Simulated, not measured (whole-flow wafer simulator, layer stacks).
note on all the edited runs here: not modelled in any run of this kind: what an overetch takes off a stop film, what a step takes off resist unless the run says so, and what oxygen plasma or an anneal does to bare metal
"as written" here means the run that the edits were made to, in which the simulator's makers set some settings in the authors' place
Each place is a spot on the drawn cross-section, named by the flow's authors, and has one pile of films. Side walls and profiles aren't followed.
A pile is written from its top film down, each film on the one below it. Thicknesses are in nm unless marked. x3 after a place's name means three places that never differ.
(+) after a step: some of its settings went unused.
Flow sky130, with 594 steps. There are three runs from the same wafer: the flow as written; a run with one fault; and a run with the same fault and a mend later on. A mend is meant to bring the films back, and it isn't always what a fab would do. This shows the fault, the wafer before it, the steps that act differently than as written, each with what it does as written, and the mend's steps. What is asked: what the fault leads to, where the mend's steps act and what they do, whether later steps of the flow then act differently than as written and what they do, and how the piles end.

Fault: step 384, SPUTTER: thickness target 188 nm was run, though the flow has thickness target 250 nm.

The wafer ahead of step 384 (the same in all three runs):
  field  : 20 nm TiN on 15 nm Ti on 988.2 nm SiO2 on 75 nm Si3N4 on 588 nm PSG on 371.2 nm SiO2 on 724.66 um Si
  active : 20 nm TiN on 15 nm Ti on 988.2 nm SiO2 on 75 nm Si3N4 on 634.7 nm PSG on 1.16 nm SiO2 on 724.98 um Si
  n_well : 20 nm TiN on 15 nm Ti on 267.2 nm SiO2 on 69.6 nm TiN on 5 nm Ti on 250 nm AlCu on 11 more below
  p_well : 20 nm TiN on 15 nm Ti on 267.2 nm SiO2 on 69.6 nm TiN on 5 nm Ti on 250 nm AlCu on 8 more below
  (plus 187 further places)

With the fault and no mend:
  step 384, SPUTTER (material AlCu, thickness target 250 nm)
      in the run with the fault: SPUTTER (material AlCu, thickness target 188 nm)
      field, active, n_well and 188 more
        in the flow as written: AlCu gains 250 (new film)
        in the run with the fault: AlCu gains 188 (new film)
  Steps later in the flow that act otherwise than as written (8 other steps are not shown; they differ only slightly, by no more than 2% or 0.5 nm, whichever is larger):
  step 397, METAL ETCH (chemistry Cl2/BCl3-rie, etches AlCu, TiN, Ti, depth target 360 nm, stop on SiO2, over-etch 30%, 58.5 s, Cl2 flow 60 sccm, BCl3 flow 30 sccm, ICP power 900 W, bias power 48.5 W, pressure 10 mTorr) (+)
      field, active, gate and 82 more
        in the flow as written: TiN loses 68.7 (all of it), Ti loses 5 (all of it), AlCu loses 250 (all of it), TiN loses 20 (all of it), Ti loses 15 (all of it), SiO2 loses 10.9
        in the run with the fault: TiN loses 68.7 (all of it), Ti loses 5 (all of it), AlCu loses 188 (all of it), TiN loses 20 (all of it), Ti loses 15 (all of it), SiO2 loses 17.1
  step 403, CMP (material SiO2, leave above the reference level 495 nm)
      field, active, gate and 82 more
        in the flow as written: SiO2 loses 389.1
        in the run with the fault: SiO2 loses 444.9
  The piles end different from the flow's at n_well, p_well, gate_hv and 115 more by more than 2% or 0.5 nm, whichever is larger.
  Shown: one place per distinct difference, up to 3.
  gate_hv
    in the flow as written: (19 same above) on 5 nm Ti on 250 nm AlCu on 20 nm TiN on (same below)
    in the run with the fault: (19 same above) on 5 nm Ti on 188 nm AlCu on 20 nm TiN on (same below)
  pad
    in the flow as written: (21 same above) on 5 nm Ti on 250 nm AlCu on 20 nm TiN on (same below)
    in the run with the fault: (21 same above) on 5 nm Ti on 188 nm AlCu on 20 nm TiN on (same below)
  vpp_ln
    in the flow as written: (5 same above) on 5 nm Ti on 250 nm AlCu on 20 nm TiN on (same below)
    in the run with the fault: (5 same above) on 5 nm Ti on 188 nm AlCu on 20 nm TiN on (same below)

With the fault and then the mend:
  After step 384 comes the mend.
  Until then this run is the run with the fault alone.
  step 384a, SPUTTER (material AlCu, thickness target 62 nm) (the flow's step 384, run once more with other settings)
      field, active, n_well and 188 more
        AlCu gains 62
  Every later step of the flow that is run acts as written at every place that is followed.
  The piles end the same as the flow's at every place that both follow.
